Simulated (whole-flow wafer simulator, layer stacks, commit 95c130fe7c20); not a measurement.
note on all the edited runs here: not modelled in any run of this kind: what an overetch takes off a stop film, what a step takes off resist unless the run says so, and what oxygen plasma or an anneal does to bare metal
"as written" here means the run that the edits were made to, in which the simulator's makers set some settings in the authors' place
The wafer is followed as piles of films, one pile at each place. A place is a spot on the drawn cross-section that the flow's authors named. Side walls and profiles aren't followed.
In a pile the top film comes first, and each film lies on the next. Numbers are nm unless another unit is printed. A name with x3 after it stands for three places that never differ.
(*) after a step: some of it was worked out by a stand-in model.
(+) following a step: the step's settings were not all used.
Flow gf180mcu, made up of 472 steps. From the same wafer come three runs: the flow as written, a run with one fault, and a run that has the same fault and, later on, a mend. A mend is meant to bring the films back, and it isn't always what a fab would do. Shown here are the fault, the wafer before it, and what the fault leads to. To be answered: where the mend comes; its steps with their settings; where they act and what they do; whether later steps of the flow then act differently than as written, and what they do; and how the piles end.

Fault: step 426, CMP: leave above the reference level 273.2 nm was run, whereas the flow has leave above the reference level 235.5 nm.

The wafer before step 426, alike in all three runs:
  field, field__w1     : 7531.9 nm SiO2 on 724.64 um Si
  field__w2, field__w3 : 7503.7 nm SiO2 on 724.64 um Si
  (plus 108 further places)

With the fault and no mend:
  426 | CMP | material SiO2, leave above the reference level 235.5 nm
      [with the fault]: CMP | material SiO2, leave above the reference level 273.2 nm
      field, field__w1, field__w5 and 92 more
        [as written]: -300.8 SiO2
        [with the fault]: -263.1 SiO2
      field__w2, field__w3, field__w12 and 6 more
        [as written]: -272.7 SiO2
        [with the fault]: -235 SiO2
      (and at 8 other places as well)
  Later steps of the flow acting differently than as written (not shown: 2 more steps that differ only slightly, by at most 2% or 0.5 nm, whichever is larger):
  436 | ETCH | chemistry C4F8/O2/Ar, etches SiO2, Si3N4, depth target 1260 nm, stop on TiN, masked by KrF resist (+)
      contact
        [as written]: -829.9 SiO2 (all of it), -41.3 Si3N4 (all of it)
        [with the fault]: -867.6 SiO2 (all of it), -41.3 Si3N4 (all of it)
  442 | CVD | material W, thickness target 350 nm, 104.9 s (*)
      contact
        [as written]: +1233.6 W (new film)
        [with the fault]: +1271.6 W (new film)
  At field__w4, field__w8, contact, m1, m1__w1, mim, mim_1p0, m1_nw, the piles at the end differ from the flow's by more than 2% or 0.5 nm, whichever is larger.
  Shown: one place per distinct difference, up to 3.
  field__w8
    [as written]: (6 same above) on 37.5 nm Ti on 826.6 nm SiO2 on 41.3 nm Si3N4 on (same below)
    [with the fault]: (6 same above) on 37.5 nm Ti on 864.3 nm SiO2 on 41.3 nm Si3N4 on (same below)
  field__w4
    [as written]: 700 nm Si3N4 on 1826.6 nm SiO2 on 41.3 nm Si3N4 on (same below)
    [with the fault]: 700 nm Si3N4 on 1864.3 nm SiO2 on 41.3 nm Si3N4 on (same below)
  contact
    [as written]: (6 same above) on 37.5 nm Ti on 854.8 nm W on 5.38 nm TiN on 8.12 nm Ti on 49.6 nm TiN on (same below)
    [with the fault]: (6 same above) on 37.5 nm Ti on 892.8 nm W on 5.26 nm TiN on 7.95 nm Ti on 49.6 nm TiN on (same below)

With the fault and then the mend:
  The mend follows step 426.
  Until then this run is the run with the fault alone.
  426a | CMP | material SiO2, leave above the reference level 235.5 nm (a further turn of the flow's step 426)
      field, field__w1, field__w2 and 109 more
        -37.7 SiO2
  Later steps of the flow that are run all act as written at every place that is followed.
  The piles end the same as the flow's at every place that both follow.
